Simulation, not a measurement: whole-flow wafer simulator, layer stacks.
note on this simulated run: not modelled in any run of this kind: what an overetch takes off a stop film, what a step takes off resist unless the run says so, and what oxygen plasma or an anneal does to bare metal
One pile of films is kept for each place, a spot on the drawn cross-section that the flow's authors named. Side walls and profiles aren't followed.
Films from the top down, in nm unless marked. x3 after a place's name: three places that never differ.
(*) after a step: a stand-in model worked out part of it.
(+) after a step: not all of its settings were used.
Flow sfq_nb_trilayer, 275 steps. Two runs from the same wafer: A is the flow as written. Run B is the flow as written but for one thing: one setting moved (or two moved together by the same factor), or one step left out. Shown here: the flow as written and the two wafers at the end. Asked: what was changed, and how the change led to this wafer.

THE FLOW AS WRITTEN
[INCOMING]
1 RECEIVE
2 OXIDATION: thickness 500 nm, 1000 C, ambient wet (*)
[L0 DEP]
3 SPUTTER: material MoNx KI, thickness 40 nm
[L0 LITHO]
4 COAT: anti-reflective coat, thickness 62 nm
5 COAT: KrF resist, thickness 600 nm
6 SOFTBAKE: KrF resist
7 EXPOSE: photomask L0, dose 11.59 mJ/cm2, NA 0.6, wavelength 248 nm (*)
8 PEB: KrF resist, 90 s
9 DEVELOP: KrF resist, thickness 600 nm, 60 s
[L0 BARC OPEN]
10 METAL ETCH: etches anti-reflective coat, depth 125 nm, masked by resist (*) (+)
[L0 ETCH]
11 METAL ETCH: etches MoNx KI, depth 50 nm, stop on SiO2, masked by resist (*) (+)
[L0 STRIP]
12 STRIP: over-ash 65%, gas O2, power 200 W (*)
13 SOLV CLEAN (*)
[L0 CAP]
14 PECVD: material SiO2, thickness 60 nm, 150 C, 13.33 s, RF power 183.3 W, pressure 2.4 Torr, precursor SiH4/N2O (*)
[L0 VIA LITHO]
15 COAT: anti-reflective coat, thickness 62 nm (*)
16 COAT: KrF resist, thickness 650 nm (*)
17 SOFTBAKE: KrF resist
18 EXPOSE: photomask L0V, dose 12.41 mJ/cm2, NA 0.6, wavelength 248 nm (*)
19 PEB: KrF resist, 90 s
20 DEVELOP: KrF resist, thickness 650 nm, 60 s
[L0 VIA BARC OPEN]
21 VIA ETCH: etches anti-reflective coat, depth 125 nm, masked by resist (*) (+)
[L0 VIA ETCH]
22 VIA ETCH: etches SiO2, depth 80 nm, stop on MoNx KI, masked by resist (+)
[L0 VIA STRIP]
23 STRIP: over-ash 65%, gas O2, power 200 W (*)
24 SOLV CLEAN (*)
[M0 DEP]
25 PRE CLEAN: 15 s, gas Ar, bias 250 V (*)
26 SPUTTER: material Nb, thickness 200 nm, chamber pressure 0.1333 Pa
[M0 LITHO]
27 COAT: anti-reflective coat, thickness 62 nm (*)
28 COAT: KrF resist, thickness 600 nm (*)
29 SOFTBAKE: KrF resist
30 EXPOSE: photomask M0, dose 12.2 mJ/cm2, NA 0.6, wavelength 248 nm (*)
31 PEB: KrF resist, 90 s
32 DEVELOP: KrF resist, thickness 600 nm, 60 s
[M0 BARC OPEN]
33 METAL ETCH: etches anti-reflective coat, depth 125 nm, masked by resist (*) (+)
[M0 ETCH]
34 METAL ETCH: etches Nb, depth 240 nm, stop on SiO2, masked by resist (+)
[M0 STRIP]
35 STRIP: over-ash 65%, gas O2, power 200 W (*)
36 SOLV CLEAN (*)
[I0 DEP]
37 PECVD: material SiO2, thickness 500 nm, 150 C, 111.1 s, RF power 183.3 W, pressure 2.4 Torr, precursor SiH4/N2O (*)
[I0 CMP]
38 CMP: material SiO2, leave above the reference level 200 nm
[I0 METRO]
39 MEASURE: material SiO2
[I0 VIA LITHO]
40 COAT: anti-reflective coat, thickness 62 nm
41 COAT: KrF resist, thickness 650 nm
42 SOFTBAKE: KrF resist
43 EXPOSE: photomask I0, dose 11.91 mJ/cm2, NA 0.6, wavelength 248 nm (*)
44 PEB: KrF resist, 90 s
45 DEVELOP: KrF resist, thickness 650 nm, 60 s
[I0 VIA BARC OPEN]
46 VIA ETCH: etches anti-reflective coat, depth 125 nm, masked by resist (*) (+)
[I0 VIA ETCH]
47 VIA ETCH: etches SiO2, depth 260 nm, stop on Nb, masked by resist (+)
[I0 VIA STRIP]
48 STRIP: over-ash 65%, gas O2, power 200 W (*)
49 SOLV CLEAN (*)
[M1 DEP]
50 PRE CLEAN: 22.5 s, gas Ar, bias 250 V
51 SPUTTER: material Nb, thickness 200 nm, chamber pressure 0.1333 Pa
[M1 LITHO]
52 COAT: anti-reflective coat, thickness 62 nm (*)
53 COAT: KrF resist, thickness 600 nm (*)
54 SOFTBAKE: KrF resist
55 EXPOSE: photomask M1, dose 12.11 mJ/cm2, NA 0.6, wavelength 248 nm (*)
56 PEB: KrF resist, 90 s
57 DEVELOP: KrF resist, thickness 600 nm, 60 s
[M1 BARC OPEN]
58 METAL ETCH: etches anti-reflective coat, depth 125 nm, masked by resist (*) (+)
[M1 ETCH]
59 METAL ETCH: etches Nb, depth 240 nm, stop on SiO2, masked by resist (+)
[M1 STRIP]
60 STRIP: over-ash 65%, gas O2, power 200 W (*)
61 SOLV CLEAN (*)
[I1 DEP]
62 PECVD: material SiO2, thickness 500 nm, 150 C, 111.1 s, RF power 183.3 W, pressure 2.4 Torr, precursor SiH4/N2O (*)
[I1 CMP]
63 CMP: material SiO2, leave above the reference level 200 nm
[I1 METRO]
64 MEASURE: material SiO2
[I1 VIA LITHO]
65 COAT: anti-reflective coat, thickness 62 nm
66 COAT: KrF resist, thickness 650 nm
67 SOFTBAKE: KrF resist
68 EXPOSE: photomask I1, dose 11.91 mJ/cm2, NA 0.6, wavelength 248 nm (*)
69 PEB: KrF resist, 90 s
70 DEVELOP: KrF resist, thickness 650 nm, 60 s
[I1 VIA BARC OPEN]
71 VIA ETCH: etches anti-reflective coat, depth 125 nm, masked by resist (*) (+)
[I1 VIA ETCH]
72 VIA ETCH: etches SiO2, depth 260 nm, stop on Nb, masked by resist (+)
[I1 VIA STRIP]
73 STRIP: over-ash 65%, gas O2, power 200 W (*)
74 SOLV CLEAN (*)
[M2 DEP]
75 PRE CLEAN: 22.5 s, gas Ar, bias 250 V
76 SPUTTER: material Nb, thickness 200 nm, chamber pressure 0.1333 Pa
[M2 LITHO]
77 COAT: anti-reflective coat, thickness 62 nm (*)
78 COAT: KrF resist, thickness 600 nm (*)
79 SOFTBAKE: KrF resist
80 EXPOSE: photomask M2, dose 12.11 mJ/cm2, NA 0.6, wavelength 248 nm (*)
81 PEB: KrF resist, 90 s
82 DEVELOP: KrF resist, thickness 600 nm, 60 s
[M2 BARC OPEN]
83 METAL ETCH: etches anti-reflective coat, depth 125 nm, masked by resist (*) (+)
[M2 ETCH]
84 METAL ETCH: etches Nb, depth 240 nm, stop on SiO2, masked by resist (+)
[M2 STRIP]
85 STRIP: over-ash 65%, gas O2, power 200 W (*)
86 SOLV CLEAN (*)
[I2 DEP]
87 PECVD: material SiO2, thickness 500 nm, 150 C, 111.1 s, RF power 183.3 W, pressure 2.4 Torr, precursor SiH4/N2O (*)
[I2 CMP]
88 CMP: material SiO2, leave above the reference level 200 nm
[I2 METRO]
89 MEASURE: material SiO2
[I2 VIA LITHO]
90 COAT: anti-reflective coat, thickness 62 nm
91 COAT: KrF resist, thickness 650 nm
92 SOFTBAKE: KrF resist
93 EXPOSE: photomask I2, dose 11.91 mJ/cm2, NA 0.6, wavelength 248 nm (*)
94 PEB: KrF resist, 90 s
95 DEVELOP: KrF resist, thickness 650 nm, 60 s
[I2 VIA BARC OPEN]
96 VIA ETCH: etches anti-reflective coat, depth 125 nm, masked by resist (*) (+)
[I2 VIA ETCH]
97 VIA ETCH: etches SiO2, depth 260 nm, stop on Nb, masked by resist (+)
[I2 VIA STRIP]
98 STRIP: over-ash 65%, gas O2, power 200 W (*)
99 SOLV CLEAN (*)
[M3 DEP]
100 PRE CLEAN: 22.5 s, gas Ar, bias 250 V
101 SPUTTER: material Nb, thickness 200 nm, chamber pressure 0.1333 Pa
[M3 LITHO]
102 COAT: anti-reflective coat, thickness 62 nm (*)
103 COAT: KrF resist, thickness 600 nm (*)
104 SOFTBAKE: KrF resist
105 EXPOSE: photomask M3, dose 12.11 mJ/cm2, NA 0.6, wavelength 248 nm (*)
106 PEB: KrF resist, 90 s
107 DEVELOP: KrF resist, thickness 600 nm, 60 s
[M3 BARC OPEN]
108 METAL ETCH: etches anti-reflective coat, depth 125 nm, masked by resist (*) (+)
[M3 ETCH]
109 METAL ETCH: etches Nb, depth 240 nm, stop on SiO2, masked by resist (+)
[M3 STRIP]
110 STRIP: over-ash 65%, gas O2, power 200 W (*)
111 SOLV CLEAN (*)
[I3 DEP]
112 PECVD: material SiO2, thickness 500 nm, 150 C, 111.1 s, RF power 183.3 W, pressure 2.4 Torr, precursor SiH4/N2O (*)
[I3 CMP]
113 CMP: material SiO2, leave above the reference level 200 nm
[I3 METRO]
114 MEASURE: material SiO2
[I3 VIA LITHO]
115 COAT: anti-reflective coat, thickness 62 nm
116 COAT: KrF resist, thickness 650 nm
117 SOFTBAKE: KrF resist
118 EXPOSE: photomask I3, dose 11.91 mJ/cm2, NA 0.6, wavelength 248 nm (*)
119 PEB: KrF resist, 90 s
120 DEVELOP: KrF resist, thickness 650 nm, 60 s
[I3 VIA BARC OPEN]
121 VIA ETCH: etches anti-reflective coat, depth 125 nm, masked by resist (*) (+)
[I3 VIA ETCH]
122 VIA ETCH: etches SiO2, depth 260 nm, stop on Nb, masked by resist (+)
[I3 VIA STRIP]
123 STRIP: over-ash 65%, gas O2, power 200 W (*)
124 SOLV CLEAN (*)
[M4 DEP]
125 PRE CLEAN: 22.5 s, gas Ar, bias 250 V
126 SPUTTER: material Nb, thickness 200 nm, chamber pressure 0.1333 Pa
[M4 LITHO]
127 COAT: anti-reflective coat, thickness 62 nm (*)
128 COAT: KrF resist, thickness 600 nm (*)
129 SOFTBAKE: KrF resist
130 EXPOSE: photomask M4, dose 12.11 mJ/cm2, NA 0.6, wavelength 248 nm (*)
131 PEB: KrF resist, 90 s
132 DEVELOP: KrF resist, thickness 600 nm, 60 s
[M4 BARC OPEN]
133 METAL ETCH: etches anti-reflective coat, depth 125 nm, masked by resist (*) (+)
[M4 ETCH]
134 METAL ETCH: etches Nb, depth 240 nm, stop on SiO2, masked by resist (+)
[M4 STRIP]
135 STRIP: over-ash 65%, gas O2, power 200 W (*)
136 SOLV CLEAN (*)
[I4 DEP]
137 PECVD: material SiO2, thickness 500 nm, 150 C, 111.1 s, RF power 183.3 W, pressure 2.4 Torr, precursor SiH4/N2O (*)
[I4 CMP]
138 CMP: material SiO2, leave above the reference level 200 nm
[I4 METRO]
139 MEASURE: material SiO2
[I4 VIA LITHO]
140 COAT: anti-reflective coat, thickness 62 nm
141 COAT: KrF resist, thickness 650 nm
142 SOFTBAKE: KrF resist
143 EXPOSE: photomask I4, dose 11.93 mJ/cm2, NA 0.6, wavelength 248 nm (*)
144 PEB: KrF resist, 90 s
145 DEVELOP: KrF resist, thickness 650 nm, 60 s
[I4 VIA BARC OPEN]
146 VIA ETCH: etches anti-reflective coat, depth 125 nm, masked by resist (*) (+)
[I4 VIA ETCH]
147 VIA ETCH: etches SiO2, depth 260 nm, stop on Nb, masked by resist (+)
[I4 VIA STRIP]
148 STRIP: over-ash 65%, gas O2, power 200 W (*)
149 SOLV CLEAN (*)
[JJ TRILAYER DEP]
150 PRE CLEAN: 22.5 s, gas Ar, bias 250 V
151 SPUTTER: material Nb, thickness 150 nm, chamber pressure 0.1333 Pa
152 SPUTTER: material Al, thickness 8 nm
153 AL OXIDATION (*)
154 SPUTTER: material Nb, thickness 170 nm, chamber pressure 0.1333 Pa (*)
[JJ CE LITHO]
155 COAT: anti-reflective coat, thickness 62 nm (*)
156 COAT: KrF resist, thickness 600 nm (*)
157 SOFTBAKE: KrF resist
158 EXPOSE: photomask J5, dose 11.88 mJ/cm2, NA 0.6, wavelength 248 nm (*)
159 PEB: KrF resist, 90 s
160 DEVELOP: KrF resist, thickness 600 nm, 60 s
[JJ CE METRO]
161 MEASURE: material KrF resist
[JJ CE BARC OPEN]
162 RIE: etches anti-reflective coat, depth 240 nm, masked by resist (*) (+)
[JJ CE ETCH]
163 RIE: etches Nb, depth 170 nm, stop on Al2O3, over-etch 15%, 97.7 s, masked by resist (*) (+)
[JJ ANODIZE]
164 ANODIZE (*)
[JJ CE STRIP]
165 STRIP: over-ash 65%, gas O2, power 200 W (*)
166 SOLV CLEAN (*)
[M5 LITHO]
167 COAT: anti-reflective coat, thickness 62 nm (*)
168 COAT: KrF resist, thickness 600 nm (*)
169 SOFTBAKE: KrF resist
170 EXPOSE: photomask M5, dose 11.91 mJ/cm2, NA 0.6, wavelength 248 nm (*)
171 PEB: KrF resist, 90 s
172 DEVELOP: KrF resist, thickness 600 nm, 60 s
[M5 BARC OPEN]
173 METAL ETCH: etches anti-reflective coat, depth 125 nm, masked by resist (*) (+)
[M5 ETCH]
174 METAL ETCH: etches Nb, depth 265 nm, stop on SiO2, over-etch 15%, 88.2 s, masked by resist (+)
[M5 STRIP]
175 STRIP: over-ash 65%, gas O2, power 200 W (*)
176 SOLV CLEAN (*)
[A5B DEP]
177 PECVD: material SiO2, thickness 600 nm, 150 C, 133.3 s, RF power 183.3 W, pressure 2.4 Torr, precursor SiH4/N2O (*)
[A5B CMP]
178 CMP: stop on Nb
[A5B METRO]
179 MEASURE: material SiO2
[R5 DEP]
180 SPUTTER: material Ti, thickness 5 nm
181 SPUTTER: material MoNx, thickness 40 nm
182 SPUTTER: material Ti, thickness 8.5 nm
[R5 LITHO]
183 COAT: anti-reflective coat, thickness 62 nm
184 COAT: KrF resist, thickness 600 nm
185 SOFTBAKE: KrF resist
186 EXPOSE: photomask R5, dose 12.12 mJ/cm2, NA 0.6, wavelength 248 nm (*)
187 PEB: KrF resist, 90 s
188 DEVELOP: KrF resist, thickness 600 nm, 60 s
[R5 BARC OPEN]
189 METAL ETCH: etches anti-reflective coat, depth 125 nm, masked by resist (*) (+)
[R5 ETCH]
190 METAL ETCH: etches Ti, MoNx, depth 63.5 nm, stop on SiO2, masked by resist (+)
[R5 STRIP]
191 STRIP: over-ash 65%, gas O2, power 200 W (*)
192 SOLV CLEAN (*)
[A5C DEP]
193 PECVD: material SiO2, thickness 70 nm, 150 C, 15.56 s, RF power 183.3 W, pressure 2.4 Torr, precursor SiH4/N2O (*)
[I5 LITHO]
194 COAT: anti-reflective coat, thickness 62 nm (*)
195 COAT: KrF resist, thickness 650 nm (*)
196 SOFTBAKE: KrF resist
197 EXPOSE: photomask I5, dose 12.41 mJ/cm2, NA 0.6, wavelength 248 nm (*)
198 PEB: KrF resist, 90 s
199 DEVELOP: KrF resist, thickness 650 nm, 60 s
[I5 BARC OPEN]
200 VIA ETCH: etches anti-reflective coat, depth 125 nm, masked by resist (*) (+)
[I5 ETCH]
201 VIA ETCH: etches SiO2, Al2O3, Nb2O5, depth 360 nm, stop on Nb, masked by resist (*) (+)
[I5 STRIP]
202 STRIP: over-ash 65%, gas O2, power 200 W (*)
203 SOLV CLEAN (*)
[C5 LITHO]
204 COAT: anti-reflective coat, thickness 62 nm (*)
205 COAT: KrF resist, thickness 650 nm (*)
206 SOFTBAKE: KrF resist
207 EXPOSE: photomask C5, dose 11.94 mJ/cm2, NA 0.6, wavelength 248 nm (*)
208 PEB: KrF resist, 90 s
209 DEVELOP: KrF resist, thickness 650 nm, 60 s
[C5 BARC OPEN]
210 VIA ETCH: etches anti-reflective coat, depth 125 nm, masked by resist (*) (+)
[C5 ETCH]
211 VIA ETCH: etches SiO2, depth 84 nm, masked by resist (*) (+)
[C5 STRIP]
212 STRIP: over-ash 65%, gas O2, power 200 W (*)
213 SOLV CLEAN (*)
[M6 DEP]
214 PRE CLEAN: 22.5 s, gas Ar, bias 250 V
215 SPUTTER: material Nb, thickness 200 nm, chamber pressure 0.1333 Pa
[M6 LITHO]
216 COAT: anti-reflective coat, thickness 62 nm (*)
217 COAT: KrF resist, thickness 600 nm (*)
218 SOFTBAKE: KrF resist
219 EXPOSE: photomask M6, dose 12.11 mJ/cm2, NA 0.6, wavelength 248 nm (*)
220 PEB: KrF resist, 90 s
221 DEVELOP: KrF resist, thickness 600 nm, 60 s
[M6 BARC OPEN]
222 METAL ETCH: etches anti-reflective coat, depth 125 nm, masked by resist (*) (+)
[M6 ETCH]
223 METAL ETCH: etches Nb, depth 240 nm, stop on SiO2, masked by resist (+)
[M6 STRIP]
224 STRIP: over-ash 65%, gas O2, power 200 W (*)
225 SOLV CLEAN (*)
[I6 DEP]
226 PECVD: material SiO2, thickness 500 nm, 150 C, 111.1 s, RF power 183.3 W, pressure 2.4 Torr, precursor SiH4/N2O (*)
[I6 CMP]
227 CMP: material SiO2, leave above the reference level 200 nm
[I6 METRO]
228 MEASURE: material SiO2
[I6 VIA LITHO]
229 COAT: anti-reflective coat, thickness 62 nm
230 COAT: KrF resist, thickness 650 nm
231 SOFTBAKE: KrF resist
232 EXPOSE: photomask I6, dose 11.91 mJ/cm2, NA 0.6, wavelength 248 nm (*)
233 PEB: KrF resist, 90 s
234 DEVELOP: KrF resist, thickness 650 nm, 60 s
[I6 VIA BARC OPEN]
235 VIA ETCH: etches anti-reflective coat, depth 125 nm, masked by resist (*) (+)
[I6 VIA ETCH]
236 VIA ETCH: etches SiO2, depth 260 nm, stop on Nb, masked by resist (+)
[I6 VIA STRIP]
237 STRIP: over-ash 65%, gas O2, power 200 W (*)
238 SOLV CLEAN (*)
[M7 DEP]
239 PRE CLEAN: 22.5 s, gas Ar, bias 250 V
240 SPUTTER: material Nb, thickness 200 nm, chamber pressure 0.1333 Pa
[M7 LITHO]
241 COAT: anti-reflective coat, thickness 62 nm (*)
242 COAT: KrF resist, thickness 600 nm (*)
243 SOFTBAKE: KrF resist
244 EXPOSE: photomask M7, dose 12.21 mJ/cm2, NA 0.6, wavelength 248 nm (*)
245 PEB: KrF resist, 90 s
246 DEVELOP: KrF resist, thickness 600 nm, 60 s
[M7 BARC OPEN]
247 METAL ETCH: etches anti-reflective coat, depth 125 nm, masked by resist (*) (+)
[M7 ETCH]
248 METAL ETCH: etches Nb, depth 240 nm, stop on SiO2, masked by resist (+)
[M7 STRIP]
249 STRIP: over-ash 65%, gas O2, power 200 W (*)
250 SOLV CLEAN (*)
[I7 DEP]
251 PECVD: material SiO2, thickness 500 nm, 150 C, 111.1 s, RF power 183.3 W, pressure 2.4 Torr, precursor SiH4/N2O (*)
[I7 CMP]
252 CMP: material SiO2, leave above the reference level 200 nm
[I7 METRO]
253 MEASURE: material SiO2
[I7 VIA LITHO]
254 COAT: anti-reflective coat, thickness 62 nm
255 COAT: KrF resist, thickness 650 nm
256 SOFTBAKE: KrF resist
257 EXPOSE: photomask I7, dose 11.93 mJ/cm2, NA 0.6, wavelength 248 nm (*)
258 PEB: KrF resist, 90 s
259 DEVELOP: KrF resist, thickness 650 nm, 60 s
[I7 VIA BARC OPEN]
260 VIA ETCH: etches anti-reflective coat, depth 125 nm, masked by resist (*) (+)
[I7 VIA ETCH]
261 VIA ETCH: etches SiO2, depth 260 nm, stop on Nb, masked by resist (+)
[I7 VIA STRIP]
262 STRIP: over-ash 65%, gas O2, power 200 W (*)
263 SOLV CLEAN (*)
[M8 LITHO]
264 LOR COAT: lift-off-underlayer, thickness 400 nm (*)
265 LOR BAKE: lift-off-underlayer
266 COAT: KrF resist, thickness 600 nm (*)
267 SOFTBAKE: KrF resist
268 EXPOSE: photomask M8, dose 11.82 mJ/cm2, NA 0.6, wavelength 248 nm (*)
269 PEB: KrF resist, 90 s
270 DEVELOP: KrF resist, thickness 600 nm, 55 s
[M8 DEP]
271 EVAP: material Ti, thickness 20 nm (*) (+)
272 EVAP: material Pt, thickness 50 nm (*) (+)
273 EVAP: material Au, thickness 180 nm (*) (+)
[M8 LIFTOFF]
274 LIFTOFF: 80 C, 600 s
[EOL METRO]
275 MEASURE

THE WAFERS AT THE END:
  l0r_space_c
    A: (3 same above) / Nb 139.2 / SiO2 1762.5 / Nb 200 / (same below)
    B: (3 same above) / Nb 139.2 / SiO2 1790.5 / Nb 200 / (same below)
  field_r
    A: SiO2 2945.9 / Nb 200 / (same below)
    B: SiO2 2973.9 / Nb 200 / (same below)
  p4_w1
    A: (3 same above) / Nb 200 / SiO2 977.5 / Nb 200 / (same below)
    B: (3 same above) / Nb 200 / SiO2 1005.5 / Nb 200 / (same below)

The cause: step 38, CMP: leave above the reference level 228 nm was run, where the flow has leave above the reference level 200 nm.

How the change led to this, step by step:
  38 CMP: material SiO2, leave above the reference level 200 nm
      v_sur, via_wl, via_w and 94 more: A SiO2 -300 | B SiO2 -272
      field_l, l0_sur, l0r_line_l, l0r_line_c, l0r_line_r: A SiO2 -340 | B SiO2 -312
      (and at 4 more places)
  47 VIA ETCH: etches SiO2, depth 260 nm, stop on Nb, masked by resist (+)
      via_w: A SiO2 -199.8 (all of it) | B SiO2 -227.8 (all of it)
  51 SPUTTER: material Nb, thickness 200 nm, chamber pressure 0.1333 Pa
      via_w: A Nb +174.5 | B Nb +169.3
  52 COAT: anti-reflective coat, thickness 62 nm (*)
      via_w: A anti-reflective coat +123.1 (new film) | B anti-reflective coat +129 (new film)
      via_wr: A anti-reflective coat +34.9 (new film) | B anti-reflective coat +34 (new film)
  53 COAT: KrF resist, thickness 600 nm (*)
      via_w: A KrF resist +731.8 (new film) | B KrF resist +754.7 (new film)
  60 STRIP: over-ash 65%, gas O2, power 200 W (*)
      via_w: A KrF resist -513.8 (all of it), anti-reflective coat -123.1 (all of it) | B KrF resist -536.7 (all of it), anti-reflective coat -129 (all of it)
      via_wr: A KrF resist -384.4 (all of it), anti-reflective coat -34.9 (all of it) | B KrF resist -381.9 (all of it), anti-reflective coat -34 (all of it)
  62 PECVD: material SiO2, thickness 500 nm, 150 C, 111.1 s, RF power 183.3 W, pressure 2.4 Torr, precursor SiH4/N2O (*)
      via_w: A SiO2 +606 (new film) | B SiO2 +639.3 (new film)
